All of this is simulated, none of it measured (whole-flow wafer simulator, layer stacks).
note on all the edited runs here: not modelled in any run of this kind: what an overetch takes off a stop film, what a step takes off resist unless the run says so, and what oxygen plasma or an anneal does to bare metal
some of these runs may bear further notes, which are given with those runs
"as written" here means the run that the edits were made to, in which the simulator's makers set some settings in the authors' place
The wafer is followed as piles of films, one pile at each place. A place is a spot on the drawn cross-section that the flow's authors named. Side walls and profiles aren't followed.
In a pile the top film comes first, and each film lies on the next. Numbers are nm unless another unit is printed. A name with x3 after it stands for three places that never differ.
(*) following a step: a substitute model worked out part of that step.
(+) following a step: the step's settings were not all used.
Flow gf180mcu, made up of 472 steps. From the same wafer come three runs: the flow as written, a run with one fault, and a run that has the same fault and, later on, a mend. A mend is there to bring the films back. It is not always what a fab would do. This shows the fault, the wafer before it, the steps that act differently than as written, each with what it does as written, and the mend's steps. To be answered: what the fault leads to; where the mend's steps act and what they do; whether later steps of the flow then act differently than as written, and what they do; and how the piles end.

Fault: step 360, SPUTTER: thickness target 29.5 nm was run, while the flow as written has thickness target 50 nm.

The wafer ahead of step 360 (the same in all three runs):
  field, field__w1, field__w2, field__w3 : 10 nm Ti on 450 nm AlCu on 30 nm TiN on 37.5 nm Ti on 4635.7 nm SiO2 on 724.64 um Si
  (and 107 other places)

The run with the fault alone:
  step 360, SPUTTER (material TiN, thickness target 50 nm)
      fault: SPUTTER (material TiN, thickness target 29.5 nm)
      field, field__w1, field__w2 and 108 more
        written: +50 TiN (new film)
        fault: +29.5 TiN (new film)
  Later steps of the flow acting differently than as written (not shown: 2 more steps that differ only slightly, by at most 2% or 0.5 nm, whichever is larger):
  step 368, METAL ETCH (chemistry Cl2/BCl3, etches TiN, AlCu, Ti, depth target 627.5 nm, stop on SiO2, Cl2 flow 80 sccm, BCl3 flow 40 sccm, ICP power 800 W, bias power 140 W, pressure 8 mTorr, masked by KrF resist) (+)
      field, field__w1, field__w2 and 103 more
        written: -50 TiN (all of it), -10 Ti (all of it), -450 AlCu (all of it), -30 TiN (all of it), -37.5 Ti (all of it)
        fault: -29.5 TiN (all of it), -10 Ti (all of it), -450 AlCu (all of it), -30 TiN (all of it), -37.5 Ti (all of it)
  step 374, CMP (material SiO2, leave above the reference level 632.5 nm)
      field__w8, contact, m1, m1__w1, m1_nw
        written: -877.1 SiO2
        fault: -856.6 SiO2
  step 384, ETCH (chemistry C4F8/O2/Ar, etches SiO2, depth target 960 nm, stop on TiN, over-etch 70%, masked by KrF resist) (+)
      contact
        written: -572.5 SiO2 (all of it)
        fault: -593 SiO2 (all of it)
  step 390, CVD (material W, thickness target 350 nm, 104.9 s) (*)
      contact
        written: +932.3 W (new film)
        fault: +953 W (new film)
  The piles end different from the flow's at field__w8, contact, m1, m1__w1, m1_nw by more than 2% or 0.5 nm, whichever is larger.
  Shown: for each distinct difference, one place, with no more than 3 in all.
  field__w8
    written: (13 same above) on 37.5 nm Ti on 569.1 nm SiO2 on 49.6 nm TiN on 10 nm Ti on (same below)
    fault: (13 same above) on 37.5 nm Ti on 589.6 nm SiO2 on 29.1 nm TiN on 10 nm Ti on (same below)
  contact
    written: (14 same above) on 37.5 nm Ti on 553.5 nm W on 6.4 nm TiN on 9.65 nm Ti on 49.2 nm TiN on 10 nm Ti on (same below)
    fault: (14 same above) on 37.5 nm Ti on 574.2 nm W on 6.33 nm TiN on 9.54 nm Ti on 28.7 nm TiN on 10 nm Ti on (same below)

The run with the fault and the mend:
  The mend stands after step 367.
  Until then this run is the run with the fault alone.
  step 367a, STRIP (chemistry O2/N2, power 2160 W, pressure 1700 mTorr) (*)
      field__w8, contact, m1, m1__w1, m1_nw
        -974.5 KrF resist (all of it)
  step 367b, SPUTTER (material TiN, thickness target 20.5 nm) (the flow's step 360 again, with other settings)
      field, field__w1, field__w2 and 108 more
        +20.5 TiN
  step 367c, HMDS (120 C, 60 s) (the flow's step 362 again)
      leaves every film unchanged at each place that is followed
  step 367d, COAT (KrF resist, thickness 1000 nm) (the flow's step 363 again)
      field, field__w1, field__w2 and 108 more
        +1000 KrF resist (new film)
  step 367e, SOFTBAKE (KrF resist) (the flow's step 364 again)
      leaves every film unchanged at each place that is followed
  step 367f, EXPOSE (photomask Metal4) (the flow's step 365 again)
      leaves every film unchanged at each place that is followed
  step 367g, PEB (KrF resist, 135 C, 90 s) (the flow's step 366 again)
      field, field__w1, field__w2 and 108 more
        -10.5 KrF resist
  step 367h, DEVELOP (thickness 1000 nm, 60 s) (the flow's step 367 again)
      field, field__w1, field__w2 and 103 more
        -989.5 KrF resist (all of it)
      field__w8, contact, m1, m1__w1, m1_nw
        -14.9 KrF resist
  Later steps of the flow that are run all act as written at every place that is followed.
  By the end, the piles equal the flow's at every place that both follow.
